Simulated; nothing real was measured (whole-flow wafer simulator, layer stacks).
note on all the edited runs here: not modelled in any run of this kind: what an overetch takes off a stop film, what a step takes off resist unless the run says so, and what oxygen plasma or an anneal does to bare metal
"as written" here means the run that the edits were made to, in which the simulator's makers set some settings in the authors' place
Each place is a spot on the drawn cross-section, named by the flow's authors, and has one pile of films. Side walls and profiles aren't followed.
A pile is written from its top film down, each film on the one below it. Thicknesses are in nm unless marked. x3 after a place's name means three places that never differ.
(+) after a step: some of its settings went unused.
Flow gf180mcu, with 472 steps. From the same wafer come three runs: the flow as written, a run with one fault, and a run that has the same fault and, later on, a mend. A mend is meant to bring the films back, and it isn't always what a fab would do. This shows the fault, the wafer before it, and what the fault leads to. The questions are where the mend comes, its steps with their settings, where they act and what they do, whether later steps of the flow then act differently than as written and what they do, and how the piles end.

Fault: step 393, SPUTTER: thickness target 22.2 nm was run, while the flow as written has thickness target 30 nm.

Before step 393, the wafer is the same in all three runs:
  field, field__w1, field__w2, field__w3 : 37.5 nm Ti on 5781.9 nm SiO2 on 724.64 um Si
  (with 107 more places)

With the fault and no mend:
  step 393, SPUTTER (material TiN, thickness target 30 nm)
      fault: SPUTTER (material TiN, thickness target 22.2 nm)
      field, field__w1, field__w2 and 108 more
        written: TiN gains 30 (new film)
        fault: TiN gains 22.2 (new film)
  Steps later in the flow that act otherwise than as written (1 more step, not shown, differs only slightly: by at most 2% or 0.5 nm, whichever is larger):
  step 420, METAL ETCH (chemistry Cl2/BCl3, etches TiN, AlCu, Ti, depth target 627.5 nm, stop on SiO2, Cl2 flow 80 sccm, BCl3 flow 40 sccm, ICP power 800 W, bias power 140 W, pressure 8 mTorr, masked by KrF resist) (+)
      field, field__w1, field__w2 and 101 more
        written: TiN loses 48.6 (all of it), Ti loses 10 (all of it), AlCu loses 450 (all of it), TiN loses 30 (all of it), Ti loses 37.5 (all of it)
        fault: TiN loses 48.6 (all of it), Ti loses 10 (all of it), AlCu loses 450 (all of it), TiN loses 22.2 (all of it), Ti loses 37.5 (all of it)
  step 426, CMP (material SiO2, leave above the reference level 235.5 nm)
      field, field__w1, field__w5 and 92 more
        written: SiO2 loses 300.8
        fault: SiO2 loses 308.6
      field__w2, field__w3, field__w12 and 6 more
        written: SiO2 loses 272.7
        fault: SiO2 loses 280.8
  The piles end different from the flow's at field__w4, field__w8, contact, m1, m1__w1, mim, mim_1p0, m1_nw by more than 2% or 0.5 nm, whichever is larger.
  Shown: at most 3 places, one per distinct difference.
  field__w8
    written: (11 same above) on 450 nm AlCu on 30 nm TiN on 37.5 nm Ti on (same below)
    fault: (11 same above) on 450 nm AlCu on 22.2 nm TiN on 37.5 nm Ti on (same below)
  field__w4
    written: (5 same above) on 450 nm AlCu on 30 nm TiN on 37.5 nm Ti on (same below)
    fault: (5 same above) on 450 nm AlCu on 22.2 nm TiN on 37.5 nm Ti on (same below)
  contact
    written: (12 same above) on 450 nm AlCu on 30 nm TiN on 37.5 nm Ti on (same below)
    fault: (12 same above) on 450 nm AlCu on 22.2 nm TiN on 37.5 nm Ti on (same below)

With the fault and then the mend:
  The mend stands after step 393.
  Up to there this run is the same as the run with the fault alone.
  step 393a, SPUTTER (material TiN, thickness target 7.8 nm) (the flow's step 393 again, with other settings)
      field, field__w1, field__w2 and 108 more
        TiN gains 7.8
  Later steps of the flow that are run all act as written at every place that is followed.
  The piles end the same as the flow's at every place that both follow.
